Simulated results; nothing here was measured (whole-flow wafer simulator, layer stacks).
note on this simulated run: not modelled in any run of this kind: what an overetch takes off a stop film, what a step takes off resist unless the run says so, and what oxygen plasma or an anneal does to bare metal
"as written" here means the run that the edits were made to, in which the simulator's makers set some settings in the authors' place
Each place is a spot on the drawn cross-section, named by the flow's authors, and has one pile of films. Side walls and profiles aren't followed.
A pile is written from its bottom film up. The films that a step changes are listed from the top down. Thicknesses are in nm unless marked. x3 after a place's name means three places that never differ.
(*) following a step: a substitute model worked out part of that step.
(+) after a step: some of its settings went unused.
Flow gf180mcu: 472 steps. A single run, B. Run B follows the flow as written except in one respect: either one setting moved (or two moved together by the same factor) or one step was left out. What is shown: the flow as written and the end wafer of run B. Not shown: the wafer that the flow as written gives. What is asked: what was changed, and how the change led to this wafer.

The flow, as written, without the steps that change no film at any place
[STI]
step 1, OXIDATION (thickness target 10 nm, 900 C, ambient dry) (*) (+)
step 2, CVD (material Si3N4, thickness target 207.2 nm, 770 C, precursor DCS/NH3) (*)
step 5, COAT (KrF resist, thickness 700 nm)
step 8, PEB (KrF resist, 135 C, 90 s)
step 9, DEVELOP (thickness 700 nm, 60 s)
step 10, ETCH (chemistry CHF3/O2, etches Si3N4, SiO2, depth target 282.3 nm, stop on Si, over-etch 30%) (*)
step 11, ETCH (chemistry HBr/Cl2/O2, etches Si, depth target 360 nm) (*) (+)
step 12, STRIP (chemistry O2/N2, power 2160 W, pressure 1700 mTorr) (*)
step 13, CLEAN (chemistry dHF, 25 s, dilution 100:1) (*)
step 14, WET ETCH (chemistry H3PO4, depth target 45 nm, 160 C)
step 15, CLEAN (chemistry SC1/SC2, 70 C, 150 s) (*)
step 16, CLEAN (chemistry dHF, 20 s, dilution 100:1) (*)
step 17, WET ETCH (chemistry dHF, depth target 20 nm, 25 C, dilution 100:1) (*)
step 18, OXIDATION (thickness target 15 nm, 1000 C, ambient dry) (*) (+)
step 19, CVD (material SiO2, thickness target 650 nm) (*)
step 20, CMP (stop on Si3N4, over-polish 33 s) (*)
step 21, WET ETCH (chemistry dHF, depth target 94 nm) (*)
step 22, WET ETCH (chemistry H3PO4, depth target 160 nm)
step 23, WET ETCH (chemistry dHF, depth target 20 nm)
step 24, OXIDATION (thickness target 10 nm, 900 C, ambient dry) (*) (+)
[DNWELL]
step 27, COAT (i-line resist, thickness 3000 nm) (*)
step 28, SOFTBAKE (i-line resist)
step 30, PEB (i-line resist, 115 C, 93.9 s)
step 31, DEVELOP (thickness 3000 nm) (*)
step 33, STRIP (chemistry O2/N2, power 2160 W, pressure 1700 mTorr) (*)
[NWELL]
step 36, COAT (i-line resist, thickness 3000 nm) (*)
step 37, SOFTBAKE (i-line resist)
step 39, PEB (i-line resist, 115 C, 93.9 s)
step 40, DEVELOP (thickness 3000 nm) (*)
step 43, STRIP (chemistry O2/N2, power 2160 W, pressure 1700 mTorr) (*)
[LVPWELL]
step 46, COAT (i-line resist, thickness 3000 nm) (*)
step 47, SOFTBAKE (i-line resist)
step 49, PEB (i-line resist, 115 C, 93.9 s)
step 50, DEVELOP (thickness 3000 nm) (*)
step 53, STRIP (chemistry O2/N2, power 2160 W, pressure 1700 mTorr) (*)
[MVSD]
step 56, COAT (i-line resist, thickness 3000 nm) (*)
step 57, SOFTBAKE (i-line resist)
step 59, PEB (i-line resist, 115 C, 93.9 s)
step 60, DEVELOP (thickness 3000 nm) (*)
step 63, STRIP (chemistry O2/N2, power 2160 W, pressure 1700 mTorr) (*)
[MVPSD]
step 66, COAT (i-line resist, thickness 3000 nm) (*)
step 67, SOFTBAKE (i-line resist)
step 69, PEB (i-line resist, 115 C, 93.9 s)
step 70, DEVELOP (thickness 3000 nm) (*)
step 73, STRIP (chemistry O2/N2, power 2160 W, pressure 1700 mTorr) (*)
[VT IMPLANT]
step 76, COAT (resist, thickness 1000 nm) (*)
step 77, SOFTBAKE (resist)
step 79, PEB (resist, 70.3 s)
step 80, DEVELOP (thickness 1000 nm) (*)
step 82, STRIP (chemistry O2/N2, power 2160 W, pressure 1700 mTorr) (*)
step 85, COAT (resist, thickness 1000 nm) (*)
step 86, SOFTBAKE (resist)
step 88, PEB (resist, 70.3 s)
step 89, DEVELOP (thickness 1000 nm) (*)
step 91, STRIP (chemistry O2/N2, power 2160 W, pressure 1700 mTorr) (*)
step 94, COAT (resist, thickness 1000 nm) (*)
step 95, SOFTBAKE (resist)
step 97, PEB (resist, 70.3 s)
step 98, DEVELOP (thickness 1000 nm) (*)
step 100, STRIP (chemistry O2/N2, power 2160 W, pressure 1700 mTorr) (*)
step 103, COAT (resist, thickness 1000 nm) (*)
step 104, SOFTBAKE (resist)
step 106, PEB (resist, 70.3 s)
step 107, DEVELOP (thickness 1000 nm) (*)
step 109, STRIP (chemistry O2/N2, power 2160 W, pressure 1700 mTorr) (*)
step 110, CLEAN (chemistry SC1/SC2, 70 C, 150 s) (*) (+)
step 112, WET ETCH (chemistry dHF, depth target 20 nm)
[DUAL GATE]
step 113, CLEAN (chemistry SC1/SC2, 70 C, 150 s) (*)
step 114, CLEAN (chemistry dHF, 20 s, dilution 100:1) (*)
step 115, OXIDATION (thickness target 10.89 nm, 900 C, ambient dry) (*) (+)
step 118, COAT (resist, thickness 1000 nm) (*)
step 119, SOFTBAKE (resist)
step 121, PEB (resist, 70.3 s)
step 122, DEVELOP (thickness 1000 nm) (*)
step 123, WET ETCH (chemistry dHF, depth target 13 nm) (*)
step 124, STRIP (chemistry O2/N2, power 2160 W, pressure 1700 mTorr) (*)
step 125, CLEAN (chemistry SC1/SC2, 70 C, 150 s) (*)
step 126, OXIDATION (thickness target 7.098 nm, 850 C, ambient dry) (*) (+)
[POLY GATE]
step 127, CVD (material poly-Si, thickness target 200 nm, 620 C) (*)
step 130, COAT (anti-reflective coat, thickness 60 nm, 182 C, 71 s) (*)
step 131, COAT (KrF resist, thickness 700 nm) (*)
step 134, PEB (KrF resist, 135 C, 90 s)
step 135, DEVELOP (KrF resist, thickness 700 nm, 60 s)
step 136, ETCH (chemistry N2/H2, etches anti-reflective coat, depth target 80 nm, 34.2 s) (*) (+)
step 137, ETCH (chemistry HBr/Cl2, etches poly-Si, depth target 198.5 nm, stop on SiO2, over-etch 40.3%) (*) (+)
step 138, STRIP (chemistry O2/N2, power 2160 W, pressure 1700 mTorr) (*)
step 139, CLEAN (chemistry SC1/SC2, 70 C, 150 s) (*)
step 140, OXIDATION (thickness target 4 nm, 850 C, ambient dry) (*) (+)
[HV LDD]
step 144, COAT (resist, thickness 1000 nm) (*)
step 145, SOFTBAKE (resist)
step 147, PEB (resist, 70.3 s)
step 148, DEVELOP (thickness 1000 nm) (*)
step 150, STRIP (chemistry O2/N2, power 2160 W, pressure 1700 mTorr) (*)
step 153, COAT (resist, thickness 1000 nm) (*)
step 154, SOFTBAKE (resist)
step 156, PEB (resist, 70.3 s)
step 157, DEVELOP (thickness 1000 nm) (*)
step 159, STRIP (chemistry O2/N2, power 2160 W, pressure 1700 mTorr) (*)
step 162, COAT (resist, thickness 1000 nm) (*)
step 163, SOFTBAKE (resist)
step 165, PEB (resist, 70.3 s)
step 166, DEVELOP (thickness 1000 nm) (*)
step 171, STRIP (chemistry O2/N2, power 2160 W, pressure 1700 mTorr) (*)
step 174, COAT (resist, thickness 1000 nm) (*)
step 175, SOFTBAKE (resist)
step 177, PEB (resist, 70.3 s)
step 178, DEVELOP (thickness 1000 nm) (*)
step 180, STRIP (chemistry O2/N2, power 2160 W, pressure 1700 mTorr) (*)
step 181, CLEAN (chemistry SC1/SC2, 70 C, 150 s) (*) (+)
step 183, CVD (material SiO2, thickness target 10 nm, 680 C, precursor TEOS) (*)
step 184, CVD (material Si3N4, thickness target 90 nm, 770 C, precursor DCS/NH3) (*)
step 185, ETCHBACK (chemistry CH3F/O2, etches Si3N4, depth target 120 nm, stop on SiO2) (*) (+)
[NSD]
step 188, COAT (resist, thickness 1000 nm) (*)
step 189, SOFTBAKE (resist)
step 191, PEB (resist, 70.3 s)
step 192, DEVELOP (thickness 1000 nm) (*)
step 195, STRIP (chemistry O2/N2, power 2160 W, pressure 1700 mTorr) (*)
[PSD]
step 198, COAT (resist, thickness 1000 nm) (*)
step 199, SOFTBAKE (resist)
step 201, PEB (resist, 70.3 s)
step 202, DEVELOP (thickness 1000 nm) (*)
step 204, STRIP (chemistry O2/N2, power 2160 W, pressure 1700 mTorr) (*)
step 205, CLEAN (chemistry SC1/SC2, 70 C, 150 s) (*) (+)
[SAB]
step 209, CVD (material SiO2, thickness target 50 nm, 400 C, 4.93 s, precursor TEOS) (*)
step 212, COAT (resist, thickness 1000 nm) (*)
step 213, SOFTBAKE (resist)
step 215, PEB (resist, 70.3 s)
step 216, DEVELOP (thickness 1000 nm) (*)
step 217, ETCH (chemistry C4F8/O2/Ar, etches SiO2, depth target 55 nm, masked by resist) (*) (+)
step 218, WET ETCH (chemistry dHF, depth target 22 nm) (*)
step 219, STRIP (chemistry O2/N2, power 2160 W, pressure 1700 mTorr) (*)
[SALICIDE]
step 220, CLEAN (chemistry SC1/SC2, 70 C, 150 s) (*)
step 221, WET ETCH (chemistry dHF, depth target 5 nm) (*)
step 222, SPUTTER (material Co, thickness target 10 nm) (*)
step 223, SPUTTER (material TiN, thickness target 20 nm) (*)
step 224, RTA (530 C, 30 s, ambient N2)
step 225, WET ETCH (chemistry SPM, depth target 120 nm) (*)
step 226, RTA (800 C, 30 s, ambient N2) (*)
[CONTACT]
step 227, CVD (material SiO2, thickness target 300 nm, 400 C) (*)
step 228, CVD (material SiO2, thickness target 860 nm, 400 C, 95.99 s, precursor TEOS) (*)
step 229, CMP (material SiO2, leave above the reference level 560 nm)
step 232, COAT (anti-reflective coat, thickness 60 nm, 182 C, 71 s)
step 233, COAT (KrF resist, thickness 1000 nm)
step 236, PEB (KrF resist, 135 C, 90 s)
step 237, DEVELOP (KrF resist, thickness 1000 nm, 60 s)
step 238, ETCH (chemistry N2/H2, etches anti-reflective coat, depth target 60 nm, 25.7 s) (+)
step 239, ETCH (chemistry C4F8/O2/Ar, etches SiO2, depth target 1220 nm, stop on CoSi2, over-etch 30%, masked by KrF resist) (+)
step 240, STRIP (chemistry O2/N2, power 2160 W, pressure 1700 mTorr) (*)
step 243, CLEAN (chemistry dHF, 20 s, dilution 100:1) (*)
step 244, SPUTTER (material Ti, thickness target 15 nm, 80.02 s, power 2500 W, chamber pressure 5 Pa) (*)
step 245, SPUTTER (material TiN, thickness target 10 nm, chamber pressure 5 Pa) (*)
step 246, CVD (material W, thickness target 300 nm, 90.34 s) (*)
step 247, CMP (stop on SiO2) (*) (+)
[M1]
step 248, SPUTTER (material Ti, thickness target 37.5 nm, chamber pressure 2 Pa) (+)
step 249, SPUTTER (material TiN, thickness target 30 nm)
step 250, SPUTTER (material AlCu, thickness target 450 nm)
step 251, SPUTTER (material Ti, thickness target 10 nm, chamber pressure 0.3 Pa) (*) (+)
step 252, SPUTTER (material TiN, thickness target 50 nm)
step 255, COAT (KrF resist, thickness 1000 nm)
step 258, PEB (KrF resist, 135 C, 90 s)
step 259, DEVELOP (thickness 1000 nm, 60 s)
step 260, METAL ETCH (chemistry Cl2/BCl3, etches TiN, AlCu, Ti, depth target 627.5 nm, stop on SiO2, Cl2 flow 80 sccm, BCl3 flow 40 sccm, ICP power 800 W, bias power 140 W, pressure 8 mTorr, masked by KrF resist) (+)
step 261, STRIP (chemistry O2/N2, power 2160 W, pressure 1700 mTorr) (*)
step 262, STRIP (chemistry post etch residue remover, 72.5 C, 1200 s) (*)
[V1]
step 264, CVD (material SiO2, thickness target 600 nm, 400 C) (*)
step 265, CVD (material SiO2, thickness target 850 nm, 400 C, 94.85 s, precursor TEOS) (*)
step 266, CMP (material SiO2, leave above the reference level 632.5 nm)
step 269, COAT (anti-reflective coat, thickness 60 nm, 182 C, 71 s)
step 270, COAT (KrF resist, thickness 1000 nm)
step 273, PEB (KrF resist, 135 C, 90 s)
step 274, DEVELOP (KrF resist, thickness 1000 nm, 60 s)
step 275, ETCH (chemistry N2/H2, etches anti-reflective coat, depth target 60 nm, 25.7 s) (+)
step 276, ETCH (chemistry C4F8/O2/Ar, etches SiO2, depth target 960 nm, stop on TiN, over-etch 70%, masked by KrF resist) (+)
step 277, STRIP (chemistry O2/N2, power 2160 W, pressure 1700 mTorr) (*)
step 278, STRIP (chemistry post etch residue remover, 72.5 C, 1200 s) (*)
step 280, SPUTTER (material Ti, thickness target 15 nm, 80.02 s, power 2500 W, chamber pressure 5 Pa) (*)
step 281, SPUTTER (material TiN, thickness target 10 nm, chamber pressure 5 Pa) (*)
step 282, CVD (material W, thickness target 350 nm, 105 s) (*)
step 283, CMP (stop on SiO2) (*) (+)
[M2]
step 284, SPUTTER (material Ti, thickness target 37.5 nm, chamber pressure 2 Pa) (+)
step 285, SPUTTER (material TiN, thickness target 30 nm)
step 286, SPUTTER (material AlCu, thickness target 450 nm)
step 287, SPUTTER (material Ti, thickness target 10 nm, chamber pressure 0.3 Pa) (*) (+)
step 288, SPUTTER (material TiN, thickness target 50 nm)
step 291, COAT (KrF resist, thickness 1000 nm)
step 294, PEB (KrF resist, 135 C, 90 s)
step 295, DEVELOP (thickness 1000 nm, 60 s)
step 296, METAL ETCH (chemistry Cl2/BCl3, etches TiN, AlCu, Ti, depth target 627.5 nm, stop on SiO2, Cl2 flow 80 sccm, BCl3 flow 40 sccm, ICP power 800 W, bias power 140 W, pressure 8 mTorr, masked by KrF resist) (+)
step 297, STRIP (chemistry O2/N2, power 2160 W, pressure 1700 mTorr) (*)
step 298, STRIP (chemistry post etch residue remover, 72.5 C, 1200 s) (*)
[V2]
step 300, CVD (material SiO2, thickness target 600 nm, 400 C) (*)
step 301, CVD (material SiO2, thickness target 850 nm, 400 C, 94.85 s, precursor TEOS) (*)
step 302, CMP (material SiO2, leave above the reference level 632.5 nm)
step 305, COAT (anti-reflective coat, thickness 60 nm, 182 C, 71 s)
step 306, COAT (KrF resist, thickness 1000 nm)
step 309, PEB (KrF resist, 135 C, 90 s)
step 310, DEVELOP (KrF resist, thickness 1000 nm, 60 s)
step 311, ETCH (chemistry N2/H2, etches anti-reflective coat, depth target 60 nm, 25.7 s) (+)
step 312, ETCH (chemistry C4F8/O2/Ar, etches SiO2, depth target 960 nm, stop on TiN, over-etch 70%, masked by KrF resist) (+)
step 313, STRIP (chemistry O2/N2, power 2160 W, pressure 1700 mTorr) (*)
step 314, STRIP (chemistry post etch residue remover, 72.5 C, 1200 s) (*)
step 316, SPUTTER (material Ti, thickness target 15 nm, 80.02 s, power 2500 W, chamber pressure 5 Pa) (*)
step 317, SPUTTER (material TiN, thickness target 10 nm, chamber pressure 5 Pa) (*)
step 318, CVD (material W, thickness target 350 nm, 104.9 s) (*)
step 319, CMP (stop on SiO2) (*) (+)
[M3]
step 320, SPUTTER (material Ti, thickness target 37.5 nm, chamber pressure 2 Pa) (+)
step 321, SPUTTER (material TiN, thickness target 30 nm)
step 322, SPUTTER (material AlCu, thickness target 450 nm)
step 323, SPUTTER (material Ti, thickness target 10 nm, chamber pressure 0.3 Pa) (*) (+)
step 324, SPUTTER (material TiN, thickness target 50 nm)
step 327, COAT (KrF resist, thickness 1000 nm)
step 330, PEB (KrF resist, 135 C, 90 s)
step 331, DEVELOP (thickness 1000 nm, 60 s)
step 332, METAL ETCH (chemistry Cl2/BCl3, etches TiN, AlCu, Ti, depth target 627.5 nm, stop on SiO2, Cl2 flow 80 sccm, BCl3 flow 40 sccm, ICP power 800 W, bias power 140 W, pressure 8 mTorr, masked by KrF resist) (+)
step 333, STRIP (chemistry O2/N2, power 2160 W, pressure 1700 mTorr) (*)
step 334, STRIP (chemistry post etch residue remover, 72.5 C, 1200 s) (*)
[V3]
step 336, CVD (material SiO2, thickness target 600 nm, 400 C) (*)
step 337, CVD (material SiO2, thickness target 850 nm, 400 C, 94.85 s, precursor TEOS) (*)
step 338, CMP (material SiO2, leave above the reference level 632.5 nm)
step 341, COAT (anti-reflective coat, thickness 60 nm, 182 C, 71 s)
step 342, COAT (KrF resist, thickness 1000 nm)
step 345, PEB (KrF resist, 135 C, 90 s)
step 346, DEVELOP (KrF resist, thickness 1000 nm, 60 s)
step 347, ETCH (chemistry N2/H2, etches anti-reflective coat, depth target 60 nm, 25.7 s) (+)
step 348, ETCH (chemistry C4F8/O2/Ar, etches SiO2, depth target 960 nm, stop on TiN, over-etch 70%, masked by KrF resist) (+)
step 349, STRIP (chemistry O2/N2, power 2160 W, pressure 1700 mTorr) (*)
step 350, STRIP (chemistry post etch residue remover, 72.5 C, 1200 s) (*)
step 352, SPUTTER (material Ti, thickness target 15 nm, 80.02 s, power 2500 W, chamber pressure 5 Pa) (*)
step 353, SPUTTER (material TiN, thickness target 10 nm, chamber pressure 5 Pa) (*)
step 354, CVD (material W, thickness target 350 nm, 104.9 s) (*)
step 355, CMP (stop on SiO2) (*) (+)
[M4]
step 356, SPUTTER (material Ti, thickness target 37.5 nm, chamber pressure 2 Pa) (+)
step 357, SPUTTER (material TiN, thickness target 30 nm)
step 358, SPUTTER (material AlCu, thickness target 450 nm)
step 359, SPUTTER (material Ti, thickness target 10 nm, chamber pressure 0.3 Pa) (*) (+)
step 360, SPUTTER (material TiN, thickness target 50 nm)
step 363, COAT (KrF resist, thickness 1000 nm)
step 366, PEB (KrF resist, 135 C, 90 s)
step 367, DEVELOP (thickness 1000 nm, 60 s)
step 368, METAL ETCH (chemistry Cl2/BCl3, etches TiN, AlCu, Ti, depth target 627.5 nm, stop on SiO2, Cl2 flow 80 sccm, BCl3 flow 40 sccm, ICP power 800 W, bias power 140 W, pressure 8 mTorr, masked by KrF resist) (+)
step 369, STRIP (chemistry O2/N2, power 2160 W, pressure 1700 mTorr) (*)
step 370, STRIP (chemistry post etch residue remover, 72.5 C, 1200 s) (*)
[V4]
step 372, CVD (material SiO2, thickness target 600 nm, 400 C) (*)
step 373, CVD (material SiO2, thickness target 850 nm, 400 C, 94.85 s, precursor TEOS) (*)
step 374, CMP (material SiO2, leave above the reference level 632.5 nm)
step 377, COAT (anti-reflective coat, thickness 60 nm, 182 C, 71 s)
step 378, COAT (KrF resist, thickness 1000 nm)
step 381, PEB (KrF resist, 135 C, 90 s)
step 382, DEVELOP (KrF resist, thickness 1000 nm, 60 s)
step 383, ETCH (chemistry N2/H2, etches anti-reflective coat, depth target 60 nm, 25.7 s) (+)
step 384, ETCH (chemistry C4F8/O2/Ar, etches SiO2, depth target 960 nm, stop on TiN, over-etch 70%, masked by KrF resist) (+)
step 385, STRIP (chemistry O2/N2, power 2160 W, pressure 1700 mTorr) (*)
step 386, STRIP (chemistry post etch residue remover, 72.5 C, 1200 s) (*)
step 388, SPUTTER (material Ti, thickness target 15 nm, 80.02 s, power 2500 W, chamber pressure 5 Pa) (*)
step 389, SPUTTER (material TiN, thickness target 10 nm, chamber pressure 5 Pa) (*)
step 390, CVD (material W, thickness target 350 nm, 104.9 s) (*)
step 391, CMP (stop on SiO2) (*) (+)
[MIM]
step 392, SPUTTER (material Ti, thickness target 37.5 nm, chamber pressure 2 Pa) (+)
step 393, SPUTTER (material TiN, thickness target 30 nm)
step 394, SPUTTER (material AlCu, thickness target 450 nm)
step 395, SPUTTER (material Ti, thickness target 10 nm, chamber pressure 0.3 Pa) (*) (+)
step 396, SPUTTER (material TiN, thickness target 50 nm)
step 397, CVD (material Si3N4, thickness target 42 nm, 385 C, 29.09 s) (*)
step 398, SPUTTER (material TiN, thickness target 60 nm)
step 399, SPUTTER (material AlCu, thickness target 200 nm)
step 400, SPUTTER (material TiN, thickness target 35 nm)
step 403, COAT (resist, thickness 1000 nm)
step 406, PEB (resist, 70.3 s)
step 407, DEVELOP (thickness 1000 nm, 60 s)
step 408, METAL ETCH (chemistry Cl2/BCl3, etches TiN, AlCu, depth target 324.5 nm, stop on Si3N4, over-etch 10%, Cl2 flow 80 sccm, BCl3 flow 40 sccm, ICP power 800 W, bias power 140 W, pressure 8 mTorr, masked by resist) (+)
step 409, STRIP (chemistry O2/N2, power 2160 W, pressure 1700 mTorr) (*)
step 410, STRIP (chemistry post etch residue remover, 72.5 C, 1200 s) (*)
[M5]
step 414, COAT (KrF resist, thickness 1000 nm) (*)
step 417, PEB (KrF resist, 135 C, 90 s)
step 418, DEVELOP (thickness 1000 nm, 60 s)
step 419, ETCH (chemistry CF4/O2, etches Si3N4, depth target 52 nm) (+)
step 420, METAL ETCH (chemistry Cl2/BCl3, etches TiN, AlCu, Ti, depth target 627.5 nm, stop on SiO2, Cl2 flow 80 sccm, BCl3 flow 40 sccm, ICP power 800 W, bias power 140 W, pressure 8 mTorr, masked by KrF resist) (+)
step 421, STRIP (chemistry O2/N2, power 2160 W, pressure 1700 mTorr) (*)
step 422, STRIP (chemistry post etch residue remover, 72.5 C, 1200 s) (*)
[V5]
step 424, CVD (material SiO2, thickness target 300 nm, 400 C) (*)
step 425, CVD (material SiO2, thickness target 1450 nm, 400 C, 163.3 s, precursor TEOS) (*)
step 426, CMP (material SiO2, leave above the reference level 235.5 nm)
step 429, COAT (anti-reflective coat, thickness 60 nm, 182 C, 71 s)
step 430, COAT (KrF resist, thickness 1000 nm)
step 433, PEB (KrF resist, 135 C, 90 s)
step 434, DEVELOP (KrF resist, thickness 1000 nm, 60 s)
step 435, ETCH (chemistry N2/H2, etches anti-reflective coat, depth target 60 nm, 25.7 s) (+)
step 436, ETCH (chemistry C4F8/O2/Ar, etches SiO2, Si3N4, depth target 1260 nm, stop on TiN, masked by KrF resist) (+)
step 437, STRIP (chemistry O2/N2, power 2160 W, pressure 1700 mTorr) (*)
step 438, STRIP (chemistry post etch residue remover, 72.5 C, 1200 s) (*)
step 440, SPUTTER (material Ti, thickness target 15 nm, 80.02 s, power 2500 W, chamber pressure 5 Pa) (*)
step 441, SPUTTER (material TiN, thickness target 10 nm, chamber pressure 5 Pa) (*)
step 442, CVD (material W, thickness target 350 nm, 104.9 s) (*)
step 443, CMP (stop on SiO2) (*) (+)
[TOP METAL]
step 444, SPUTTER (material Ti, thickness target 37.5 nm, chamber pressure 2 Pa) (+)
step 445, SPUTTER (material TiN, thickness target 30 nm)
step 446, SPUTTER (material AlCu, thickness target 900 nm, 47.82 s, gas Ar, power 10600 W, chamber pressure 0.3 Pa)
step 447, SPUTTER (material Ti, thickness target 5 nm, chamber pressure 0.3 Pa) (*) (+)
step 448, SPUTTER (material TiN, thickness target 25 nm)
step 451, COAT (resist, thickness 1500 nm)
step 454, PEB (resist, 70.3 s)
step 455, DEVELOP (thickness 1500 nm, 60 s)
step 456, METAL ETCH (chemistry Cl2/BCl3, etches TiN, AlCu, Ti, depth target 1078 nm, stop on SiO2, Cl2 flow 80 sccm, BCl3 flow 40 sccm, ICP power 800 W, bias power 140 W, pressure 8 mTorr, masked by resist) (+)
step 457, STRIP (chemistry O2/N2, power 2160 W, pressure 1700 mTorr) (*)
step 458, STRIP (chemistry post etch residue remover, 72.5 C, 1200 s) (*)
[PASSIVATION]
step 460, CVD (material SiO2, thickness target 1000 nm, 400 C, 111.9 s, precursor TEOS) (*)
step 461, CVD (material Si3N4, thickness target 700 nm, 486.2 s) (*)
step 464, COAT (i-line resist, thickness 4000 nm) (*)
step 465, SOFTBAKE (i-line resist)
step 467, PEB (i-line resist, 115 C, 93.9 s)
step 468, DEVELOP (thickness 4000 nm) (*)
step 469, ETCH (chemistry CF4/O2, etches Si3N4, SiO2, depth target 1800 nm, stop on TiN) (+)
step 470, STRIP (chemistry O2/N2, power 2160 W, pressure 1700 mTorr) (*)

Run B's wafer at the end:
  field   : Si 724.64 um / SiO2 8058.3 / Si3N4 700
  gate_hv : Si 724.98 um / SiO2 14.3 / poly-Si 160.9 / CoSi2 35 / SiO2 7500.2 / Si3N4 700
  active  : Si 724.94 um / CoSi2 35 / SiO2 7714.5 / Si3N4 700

The reason: step 322, SPUTTER: thickness target 281 nm was run, whereas the flow has thickness target 450 nm.

The path from the change to this, step by step:
  step 322, SPUTTER (material AlCu, thickness target 450 nm)
      field, field__w1, field__w2 and 108 more: +281 AlCu (new film) (it would be, as written: +450 AlCu (new film))
  step 332, METAL ETCH (chemistry Cl2/BCl3, etches TiN, AlCu, Ti, depth target 627.5 nm, stop on SiO2, Cl2 flow 80 sccm, BCl3 flow 40 sccm, ICP power 800 W, bias power 140 W, pressure 8 mTorr, masked by KrF resist) (+)
      field, field__w1, field__w2 and 103 more: -50 TiN (all of it), -10 Ti (all of it), -281 AlCu (all of it), -30 TiN (all of it), -37.5 Ti (all of it) (it would be, as written: -50 TiN (all of it), -10 Ti (all of it), -450 AlCu (all of it), -30 TiN (all of it), -37.5 Ti (all of it))
      field__w8, contact, m1, m1__w1, m1_nw: -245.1 KrF resist (it would be, as written: -251 KrF resist)
  step 338, CMP (material SiO2, leave above the reference level 632.5 nm)
      field, field__w1, field__w2 and 103 more: -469 SiO2 (it would be, as written: -300 SiO2)
